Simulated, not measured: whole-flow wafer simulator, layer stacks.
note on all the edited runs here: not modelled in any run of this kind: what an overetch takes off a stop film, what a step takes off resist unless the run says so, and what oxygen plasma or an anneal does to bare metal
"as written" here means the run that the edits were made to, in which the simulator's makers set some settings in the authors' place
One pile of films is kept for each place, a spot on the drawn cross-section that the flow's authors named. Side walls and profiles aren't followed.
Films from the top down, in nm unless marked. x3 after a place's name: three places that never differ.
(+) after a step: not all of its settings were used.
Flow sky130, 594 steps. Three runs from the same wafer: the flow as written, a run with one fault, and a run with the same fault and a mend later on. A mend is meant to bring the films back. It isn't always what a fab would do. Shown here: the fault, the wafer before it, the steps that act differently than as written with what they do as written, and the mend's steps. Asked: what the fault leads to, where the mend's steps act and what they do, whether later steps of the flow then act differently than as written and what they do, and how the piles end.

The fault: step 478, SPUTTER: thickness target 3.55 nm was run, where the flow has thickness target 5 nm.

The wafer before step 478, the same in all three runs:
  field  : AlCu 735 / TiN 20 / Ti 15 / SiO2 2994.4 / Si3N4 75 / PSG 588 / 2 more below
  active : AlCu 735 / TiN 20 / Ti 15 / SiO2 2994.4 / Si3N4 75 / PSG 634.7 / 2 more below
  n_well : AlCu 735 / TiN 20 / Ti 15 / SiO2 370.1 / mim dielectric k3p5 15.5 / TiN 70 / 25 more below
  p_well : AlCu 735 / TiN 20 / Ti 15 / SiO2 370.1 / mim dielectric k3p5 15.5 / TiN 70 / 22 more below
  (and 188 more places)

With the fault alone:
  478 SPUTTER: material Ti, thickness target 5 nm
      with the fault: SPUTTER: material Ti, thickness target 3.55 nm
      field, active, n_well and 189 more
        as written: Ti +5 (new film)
        with the fault: Ti +3.55 (new film)
  Later steps of the flow that act differently than as written (17 more steps differ only slightly, by at most 2% or 0.5 nm, whichever is larger, and aren't shown):
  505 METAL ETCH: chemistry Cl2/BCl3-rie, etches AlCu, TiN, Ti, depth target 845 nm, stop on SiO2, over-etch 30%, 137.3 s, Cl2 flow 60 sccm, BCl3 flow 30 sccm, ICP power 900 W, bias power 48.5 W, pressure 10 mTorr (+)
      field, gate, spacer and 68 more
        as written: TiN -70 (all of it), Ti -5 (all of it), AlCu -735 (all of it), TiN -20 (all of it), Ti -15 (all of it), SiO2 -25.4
        with the fault: TiN -70 (all of it), Ti -3.55 (all of it), AlCu -735 (all of it), TiN -20 (all of it), Ti -15 (all of it), SiO2 -25.5
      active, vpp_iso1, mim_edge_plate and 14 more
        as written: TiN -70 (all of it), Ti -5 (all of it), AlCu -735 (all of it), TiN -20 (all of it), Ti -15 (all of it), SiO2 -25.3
        with the fault: TiN -70 (all of it), Ti -3.55 (all of it), AlCu -735 (all of it), TiN -20 (all of it), Ti -15 (all of it), SiO2 -25.5
  At the end the piles differ from the flow's by more than 2% or 0.5 nm, whichever is larger, at n_well, p_well, gate_hv and 102 more.
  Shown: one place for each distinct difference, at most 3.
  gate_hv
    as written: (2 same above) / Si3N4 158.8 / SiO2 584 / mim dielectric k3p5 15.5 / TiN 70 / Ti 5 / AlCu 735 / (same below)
    with the fault: (2 same above) / Si3N4 158.8 / SiO2 585.4 / mim dielectric k3p5 15.5 / TiN 70 / Ti 3.55 / AlCu 735 / (same below)
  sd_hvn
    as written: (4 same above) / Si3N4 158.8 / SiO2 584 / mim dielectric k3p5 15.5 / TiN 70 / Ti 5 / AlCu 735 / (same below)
    with the fault: (4 same above) / Si3N4 158.8 / SiO2 585.4 / mim dielectric k3p5 15.5 / TiN 70 / Ti 3.55 / AlCu 735 / (same below)
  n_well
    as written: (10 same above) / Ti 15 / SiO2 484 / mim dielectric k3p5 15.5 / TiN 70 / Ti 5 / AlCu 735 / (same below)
    with the fault: (10 same above) / Ti 15 / SiO2 485.5 / mim dielectric k3p5 15.5 / TiN 70 / Ti 3.55 / AlCu 735 / (same below)

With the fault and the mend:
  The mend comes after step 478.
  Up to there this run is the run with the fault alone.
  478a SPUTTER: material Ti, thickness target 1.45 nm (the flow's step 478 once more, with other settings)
      field, active, n_well and 189 more
        Ti +1.45
  No later step of the flow acts differently than as written at any place that is followed.
  At the end the piles are the same as the flow's at every place that both follow.
